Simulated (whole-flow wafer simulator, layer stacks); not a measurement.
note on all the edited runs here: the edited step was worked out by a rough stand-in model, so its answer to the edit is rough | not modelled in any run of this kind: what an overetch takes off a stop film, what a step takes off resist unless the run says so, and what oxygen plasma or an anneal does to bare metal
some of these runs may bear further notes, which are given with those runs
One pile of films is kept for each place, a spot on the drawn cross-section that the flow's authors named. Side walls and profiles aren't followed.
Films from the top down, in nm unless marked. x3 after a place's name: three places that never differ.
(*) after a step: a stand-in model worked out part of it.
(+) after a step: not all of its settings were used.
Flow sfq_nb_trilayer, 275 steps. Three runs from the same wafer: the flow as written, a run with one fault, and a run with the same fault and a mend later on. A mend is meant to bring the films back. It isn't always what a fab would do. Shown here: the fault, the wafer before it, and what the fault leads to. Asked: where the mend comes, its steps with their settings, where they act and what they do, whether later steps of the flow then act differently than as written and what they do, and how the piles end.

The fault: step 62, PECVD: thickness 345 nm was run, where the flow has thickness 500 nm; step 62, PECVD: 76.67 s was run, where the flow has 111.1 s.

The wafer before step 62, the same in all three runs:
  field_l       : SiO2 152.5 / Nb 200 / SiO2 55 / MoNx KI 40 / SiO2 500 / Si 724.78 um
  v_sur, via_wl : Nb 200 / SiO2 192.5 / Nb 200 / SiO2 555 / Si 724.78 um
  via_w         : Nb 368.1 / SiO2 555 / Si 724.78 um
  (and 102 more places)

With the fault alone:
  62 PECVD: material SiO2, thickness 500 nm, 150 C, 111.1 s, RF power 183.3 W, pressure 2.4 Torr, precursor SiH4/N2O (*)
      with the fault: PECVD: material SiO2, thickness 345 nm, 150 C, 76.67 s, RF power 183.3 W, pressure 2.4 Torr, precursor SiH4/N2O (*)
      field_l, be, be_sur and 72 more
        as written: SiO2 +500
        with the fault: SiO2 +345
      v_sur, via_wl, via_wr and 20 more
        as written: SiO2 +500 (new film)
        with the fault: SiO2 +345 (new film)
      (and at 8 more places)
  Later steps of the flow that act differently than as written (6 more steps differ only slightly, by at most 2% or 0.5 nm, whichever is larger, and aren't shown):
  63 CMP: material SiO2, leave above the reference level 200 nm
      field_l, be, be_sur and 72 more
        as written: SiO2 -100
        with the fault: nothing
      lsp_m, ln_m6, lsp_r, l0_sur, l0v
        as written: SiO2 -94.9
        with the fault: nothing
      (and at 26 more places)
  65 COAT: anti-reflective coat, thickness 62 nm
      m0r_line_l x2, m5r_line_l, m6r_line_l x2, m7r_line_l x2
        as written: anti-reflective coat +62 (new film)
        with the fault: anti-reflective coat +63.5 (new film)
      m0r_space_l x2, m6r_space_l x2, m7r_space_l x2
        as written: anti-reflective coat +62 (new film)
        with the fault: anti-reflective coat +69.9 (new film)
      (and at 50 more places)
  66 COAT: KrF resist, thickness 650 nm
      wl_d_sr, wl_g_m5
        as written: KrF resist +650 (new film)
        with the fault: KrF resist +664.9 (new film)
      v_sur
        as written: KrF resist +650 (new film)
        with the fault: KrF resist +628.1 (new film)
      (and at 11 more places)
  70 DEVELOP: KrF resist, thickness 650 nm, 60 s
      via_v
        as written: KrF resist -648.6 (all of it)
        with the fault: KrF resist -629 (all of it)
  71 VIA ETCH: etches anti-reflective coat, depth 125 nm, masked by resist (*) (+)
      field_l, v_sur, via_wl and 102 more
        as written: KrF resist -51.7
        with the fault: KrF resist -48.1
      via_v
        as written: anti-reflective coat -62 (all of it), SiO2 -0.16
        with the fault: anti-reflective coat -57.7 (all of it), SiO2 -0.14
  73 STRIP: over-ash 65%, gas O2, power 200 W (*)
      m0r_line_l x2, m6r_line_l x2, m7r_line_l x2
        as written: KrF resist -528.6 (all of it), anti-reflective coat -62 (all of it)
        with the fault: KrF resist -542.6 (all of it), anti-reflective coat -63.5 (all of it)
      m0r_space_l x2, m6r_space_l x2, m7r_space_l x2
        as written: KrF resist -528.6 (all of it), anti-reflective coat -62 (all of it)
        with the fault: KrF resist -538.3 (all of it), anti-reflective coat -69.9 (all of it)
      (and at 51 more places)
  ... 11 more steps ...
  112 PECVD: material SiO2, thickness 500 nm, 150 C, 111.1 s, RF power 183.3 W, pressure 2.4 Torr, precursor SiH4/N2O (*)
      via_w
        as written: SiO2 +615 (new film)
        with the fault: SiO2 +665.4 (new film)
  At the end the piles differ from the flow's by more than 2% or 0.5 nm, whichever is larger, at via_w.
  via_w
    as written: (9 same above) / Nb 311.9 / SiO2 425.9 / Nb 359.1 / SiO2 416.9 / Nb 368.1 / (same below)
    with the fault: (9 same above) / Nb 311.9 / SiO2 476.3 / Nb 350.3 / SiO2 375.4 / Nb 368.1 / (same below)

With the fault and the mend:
  The mend comes after step 62.
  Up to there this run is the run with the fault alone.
  62a PECVD: material SiO2, thickness 155 nm, 150 C, 34.44 s, RF power 183.3 W, pressure 2.4 Torr, precursor SiH4/N2O (the flow's step 62 once more, with other settings)
      field_l, v_sur, via_wl and 102 more
        SiO2 +155
      via_w
        SiO2 +146.3
  Later steps of the flow that act differently than as written:
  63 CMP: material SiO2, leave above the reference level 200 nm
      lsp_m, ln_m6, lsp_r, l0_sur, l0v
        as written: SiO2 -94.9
        with the mend: SiO2 -100
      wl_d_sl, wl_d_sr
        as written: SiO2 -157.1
        with the mend: SiO2 -100
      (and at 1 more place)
  At the end the piles are the same as the flow's at every place that both follow.
